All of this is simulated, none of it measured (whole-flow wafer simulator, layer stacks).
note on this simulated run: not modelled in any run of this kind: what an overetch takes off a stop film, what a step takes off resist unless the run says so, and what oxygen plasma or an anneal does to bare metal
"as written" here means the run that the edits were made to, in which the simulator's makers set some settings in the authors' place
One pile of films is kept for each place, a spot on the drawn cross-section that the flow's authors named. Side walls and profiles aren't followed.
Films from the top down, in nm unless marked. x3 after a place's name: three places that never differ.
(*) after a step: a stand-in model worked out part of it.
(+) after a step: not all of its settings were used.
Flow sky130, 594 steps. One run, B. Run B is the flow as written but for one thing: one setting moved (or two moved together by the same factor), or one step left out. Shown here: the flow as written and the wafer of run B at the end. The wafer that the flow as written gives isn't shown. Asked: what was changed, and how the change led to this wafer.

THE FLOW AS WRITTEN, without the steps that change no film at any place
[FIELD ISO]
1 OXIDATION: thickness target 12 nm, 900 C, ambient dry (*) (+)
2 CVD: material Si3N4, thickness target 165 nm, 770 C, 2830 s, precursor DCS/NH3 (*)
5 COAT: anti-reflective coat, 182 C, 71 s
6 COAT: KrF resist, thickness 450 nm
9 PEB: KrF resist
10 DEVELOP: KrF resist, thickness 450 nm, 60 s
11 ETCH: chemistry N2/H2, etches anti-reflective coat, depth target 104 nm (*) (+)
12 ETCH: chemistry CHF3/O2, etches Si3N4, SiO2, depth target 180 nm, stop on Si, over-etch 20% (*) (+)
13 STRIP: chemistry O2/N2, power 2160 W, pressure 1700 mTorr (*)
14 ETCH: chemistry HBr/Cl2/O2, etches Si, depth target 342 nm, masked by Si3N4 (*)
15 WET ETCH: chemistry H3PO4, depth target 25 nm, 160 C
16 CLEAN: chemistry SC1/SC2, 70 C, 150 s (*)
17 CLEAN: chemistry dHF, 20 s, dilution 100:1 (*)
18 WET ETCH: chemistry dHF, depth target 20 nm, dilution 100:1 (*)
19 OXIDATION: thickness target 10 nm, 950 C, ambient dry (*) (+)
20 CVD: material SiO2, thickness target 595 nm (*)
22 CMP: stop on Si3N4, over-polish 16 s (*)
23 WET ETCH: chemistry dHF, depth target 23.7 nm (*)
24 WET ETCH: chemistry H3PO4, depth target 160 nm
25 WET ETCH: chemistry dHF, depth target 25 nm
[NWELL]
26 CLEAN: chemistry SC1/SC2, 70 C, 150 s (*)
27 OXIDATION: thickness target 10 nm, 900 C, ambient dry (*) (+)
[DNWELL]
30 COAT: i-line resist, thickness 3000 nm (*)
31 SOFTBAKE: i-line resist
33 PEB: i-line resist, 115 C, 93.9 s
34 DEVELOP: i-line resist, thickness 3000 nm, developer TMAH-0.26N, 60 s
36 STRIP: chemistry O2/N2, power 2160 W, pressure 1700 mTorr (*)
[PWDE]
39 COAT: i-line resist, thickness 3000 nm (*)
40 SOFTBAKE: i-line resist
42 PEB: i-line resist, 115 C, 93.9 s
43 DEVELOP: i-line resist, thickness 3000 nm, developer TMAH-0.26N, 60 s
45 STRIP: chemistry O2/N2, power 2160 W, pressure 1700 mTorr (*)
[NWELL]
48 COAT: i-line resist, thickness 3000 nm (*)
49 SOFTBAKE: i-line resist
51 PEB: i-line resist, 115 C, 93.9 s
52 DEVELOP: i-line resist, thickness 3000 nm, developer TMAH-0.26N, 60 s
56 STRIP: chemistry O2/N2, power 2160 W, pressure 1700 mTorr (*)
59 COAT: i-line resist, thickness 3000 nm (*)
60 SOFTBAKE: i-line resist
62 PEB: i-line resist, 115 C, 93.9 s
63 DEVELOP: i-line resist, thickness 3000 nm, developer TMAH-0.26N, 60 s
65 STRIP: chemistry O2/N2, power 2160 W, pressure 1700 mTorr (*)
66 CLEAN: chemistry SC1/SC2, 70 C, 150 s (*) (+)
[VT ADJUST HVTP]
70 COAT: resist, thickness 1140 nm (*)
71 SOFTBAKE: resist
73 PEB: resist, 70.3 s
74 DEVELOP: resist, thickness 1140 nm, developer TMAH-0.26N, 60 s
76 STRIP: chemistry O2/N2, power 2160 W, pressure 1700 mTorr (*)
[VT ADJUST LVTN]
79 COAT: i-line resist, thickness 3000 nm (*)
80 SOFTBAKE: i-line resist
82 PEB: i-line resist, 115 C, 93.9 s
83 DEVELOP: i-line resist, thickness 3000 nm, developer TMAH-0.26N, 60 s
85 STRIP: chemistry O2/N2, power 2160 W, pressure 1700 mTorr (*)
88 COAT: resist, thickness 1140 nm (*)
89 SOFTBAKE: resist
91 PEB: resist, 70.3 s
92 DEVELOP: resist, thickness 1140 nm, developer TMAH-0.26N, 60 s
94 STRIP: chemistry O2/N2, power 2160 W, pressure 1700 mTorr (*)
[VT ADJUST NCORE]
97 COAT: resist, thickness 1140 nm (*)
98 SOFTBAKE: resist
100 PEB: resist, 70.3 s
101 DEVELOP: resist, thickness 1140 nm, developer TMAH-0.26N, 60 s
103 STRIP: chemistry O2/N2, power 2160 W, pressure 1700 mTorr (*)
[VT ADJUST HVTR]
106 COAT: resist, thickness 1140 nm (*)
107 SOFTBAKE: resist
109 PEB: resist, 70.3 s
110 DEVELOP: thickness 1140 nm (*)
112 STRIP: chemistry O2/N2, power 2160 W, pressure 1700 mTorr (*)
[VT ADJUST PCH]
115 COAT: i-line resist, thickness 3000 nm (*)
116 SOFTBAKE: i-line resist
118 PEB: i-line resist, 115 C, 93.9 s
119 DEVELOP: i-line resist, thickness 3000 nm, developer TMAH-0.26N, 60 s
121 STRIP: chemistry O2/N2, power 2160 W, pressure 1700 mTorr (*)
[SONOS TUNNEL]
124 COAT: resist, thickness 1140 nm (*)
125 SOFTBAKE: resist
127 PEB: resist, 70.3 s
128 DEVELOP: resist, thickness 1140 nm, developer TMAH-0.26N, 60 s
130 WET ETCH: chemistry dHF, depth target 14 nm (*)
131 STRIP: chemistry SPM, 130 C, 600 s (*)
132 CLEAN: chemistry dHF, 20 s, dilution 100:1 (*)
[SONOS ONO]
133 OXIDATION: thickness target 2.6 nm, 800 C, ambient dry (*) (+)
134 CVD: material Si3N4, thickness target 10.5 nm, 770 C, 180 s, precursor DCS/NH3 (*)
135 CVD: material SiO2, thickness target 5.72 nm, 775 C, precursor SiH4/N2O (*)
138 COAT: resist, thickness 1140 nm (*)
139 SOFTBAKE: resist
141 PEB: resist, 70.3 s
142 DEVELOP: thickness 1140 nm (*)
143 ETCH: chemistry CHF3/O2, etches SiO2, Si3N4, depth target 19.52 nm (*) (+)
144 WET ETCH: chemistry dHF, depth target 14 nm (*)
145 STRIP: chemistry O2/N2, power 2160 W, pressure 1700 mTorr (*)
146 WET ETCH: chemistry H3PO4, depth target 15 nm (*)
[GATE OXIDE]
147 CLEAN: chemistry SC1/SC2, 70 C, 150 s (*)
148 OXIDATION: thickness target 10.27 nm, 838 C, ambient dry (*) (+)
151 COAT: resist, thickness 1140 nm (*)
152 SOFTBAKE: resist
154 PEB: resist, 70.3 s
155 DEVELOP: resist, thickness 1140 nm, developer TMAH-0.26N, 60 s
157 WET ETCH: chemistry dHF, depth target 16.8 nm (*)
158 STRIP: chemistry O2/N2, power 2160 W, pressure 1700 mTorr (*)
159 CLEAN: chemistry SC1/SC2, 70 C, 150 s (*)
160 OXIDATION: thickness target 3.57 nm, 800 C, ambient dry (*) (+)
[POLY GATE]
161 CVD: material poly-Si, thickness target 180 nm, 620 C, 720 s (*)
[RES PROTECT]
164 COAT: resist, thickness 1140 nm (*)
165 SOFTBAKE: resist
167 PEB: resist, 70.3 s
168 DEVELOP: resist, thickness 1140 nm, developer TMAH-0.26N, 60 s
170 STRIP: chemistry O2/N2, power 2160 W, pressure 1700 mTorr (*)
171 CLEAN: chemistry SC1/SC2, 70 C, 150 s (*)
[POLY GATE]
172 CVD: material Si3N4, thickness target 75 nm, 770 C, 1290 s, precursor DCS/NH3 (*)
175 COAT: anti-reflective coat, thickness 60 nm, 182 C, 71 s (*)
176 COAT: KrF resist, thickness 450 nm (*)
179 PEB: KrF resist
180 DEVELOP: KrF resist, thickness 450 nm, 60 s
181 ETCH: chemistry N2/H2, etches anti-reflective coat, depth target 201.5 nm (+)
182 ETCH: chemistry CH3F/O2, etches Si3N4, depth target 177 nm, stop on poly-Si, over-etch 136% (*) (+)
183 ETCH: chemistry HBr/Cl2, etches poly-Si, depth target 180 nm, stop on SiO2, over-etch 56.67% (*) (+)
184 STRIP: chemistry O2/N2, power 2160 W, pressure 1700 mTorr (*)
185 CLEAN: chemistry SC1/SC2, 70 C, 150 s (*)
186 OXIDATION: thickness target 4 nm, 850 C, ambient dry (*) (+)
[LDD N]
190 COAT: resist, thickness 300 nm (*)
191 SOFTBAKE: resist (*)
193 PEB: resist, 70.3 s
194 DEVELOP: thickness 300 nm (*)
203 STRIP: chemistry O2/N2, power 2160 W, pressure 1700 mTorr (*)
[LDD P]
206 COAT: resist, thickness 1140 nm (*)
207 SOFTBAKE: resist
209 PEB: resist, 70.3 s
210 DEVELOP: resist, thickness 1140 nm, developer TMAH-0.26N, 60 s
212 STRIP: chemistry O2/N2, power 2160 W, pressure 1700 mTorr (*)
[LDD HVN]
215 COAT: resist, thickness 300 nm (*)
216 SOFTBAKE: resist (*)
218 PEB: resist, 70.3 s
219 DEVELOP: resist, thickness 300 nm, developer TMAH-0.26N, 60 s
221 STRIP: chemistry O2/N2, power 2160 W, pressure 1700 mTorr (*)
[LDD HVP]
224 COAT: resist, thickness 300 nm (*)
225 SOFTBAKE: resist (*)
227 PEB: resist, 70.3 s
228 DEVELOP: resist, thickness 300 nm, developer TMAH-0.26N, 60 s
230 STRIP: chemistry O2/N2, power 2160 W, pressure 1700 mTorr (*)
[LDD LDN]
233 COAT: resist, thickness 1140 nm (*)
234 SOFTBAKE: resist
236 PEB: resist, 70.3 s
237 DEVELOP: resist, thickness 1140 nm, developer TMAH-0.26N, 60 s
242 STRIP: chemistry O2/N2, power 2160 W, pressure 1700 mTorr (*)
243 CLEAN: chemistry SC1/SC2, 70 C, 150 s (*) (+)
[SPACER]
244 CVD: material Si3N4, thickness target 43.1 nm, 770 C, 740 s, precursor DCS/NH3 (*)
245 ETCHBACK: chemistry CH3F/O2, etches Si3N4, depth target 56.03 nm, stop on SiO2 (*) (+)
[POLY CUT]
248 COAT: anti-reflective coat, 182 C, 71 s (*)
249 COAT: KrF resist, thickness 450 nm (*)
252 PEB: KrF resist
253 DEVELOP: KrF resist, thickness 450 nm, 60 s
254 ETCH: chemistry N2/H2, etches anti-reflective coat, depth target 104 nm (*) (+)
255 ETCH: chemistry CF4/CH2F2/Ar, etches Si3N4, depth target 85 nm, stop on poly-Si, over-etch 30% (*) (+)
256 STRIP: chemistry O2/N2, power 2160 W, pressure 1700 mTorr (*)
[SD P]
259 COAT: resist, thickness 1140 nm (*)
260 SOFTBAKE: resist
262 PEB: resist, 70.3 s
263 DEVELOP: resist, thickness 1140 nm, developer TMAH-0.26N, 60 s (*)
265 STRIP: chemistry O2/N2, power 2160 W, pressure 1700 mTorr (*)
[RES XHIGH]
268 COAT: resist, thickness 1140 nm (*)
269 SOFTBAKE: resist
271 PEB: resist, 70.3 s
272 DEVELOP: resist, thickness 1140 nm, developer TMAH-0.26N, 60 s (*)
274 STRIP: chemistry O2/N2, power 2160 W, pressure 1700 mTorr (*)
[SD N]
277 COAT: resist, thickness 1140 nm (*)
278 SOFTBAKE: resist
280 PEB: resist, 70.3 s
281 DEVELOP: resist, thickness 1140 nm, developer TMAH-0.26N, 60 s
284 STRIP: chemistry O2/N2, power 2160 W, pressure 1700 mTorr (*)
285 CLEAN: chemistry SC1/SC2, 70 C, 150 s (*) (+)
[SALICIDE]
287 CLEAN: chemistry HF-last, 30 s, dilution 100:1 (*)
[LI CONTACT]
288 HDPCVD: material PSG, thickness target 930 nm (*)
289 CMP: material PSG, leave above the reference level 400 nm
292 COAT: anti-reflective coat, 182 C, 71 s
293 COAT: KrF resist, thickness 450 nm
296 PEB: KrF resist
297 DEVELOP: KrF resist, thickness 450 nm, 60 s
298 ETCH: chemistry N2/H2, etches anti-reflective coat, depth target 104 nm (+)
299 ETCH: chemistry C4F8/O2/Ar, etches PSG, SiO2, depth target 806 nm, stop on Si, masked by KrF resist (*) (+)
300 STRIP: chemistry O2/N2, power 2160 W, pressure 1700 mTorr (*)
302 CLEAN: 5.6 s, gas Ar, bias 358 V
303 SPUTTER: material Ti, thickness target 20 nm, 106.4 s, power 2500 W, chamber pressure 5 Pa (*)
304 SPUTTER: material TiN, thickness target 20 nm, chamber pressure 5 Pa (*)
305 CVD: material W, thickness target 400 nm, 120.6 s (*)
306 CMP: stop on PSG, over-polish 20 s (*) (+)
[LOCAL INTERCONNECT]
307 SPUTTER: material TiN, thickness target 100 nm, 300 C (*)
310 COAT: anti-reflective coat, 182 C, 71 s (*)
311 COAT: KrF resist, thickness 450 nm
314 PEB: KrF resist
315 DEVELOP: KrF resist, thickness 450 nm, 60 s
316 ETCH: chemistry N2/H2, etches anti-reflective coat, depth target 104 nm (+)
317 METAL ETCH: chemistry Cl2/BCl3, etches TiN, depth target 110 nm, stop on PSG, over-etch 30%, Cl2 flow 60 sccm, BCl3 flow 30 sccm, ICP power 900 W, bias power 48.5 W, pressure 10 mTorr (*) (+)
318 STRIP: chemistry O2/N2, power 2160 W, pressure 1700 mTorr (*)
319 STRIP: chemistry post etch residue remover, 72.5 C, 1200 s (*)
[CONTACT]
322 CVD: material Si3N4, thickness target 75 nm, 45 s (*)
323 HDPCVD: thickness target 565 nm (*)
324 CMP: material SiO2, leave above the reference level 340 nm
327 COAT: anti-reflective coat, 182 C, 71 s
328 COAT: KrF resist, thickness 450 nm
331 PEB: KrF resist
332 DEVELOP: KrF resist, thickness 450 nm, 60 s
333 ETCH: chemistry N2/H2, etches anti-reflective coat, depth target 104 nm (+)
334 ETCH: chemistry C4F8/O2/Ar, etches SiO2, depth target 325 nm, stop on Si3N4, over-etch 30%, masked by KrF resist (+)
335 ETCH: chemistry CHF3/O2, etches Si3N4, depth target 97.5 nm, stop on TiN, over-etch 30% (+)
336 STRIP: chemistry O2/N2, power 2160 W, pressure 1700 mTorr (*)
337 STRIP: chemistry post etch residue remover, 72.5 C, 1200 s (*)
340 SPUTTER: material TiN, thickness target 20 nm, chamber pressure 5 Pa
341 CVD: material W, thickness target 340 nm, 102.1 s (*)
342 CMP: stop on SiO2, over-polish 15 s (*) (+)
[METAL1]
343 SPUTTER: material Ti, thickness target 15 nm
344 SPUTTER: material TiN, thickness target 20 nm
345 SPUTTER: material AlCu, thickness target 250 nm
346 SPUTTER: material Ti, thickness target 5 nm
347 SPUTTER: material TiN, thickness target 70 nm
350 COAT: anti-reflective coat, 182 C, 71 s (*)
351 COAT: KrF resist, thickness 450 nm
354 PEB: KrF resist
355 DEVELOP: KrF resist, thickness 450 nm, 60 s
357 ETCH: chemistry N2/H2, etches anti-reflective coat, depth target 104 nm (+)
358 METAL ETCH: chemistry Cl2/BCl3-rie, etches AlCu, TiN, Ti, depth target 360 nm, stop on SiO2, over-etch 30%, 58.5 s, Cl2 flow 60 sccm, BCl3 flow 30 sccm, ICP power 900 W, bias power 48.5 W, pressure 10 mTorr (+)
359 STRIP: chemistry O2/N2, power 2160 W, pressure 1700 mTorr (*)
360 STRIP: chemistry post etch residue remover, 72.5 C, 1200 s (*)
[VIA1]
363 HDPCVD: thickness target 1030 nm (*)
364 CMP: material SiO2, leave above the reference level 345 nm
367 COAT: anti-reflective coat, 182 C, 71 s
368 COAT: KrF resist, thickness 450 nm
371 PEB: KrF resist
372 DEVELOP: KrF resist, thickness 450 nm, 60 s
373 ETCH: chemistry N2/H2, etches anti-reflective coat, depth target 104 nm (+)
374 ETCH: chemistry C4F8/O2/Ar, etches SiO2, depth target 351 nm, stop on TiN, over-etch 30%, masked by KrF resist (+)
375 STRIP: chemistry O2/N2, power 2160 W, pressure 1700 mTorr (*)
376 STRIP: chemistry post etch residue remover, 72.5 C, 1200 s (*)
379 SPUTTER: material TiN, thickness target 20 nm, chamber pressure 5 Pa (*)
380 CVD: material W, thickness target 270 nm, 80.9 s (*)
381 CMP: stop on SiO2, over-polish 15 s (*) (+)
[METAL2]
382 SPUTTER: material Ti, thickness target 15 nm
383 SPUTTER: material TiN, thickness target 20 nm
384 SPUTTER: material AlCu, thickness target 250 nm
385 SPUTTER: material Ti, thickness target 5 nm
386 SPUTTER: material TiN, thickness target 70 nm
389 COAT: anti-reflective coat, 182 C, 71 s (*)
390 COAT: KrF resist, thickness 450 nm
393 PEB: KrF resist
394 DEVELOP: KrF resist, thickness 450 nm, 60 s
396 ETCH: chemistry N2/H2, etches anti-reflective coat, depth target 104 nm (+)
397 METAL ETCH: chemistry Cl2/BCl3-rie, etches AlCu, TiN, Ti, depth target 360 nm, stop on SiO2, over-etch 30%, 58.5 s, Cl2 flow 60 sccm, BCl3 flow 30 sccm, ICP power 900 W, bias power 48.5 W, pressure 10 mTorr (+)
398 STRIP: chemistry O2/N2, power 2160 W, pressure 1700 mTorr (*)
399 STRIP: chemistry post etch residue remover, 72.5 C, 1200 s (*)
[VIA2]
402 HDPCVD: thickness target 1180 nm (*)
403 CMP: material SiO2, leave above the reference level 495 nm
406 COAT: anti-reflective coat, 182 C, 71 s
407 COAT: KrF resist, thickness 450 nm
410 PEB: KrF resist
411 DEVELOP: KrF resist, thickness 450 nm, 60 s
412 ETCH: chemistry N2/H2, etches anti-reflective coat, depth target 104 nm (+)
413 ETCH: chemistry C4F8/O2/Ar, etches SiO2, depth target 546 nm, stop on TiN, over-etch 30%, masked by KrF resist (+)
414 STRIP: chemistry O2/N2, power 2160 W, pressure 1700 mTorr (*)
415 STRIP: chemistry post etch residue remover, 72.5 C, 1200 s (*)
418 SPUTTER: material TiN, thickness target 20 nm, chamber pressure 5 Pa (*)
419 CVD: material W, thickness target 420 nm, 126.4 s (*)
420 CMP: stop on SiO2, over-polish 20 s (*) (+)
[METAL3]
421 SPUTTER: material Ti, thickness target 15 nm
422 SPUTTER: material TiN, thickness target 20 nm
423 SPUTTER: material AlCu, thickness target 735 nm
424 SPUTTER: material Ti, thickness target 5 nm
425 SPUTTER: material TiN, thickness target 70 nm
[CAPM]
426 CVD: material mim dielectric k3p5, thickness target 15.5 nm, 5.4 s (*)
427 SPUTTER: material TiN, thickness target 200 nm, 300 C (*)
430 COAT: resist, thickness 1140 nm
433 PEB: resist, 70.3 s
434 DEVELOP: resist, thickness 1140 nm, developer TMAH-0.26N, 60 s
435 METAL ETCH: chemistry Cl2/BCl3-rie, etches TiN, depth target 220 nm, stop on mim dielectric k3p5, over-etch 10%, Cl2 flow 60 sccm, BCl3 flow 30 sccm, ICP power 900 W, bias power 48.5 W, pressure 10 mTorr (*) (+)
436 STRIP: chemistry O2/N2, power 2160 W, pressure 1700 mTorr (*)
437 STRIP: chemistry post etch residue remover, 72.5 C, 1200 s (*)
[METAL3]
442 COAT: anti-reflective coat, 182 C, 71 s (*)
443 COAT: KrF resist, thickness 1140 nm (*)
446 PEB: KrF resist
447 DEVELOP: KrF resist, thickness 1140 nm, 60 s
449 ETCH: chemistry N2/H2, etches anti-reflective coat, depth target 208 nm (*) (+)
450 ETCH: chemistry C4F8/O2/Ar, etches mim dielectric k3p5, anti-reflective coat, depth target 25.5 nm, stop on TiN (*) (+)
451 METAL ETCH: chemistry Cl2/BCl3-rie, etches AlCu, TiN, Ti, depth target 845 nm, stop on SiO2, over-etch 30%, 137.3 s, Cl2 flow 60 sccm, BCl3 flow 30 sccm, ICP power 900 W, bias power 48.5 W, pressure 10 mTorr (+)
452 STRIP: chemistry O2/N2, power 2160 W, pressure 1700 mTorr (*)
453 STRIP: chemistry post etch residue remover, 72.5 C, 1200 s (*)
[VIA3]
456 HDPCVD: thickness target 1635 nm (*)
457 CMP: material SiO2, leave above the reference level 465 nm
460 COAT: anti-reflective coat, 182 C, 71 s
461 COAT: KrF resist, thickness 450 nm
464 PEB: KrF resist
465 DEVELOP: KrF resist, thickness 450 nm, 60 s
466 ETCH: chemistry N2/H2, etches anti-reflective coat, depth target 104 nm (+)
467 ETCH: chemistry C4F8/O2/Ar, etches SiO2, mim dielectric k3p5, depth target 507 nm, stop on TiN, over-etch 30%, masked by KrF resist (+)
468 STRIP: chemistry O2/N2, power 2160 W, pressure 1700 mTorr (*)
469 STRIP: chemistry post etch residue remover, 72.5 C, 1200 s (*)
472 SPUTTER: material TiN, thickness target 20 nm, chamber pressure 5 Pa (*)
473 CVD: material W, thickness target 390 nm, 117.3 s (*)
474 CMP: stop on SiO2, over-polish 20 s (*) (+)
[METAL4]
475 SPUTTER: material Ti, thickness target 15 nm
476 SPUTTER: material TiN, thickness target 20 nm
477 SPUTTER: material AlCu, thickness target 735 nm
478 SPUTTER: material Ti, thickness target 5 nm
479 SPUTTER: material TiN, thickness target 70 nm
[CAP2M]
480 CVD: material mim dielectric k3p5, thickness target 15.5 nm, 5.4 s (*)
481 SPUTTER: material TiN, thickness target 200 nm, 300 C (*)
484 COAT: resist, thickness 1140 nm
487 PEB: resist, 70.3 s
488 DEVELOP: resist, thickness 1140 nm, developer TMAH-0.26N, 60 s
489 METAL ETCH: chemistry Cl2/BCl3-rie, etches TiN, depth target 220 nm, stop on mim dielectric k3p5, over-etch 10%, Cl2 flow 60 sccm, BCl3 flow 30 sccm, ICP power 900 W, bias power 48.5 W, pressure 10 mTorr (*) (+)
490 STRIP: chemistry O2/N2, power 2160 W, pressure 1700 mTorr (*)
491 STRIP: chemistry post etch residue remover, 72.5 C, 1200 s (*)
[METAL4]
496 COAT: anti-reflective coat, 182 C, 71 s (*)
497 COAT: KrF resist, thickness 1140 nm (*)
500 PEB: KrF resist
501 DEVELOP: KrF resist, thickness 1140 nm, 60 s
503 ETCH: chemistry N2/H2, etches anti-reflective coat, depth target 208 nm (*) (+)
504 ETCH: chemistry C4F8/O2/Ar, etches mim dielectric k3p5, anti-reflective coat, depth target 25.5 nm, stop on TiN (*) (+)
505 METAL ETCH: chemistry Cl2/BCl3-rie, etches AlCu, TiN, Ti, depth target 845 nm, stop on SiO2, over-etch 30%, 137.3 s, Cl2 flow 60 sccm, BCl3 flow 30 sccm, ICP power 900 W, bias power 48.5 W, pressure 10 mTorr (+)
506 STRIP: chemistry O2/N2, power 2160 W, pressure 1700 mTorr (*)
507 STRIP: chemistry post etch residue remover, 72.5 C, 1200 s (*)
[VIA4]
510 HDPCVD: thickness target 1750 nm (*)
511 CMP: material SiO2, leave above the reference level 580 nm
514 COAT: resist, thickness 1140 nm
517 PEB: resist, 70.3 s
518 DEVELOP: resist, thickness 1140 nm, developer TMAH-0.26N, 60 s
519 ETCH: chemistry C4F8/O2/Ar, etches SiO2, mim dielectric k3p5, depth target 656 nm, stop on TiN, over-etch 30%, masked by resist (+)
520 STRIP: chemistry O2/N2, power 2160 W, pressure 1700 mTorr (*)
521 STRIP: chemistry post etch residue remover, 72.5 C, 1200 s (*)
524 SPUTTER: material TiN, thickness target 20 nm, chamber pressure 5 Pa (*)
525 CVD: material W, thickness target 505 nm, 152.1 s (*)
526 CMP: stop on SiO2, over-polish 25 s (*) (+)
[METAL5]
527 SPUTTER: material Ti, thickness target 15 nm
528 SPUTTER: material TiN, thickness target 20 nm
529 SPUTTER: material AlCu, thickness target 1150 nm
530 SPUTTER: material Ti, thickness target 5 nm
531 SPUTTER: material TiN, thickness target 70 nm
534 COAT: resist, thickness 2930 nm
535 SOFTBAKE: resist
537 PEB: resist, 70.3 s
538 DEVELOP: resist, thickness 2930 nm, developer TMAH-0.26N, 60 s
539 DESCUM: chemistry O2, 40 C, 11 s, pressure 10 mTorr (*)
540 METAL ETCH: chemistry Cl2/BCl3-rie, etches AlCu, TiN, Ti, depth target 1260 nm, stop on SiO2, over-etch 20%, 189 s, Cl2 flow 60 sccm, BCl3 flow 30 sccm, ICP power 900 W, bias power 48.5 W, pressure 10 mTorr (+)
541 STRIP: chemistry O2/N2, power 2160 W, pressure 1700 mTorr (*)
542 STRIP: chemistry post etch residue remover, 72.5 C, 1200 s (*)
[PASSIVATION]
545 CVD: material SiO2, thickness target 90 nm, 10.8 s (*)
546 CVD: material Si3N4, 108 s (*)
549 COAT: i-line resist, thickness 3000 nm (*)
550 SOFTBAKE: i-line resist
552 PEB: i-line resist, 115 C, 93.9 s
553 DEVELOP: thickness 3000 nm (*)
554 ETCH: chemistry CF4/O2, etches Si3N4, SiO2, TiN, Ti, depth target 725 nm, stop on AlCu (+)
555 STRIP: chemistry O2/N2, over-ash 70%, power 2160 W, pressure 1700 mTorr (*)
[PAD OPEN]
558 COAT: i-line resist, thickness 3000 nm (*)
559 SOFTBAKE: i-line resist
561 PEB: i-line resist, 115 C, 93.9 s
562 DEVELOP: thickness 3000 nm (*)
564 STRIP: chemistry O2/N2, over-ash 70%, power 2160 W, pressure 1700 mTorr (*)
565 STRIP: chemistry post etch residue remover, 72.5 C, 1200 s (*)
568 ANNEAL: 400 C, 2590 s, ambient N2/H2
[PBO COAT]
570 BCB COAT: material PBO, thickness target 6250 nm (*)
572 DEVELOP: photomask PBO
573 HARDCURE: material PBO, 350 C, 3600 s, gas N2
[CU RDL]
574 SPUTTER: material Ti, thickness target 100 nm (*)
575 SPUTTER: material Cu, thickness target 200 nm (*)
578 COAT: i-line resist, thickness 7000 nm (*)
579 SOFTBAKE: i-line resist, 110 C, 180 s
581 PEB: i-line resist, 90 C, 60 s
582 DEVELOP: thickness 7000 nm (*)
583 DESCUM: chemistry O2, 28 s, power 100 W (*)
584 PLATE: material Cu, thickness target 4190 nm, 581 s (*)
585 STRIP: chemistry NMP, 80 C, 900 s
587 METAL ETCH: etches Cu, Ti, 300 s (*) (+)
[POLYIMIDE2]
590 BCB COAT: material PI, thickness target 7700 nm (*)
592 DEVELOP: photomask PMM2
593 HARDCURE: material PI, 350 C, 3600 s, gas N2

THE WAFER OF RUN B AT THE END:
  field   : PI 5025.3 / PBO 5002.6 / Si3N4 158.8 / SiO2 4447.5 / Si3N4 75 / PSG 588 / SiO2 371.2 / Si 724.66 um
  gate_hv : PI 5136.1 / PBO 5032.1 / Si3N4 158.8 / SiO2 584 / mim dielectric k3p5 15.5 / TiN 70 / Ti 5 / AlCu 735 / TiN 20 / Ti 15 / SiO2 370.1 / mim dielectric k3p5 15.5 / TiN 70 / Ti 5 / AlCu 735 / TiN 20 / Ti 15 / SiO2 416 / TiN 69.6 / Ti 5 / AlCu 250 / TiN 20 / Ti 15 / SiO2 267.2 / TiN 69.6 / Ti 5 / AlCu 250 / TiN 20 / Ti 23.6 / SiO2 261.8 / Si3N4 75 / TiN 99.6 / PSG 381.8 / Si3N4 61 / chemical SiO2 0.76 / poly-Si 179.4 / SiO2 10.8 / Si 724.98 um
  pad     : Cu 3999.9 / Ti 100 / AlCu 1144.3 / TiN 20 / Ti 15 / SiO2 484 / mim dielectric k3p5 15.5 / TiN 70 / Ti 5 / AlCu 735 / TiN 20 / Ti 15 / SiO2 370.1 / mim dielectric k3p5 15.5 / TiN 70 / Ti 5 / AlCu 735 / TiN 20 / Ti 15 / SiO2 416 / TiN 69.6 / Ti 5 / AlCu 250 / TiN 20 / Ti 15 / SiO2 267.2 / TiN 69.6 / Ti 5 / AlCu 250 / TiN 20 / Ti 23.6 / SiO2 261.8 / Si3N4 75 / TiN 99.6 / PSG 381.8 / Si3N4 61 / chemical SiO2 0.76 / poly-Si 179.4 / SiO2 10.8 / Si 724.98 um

The cause: step 343, SPUTTER: thickness target 23.6 nm was run, where the flow has thickness target 15 nm.
It can be read off the wafer: gate_hv has Ti 23.6, and step 343 as written asks for 15 nm.

How the change led to this, step by step:
  343 SPUTTER: material Ti, thickness target 15 nm
      field, active, n_well and 188 more: Ti +23.6 (new film) (as written it would be: Ti +15 (new film))
  358 METAL ETCH: chemistry Cl2/BCl3-rie, etches AlCu, TiN, Ti, depth target 360 nm, stop on SiO2, over-etch 30%, 58.5 s, Cl2 flow 60 sccm, BCl3 flow 30 sccm, ICP power 900 W, bias power 48.5 W, pressure 10 mTorr (+)
      field, active, gate and 81 more: TiN -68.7 (all of it), Ti -5 (all of it), AlCu -250 (all of it), TiN -20 (all of it), Ti -23.6 (all of it), SiO2 -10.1 (as written it would be: TiN -68.7 (all of it), Ti -5 (all of it), AlCu -250 (all of it), TiN -20 (all of it), Ti -15 (all of it), SiO2 -10.9)
  364 CMP: material SiO2, leave above the reference level 345 nm
      field, active, gate and 81 more: SiO2 -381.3 (as written it would be: SiO2 -389.1)
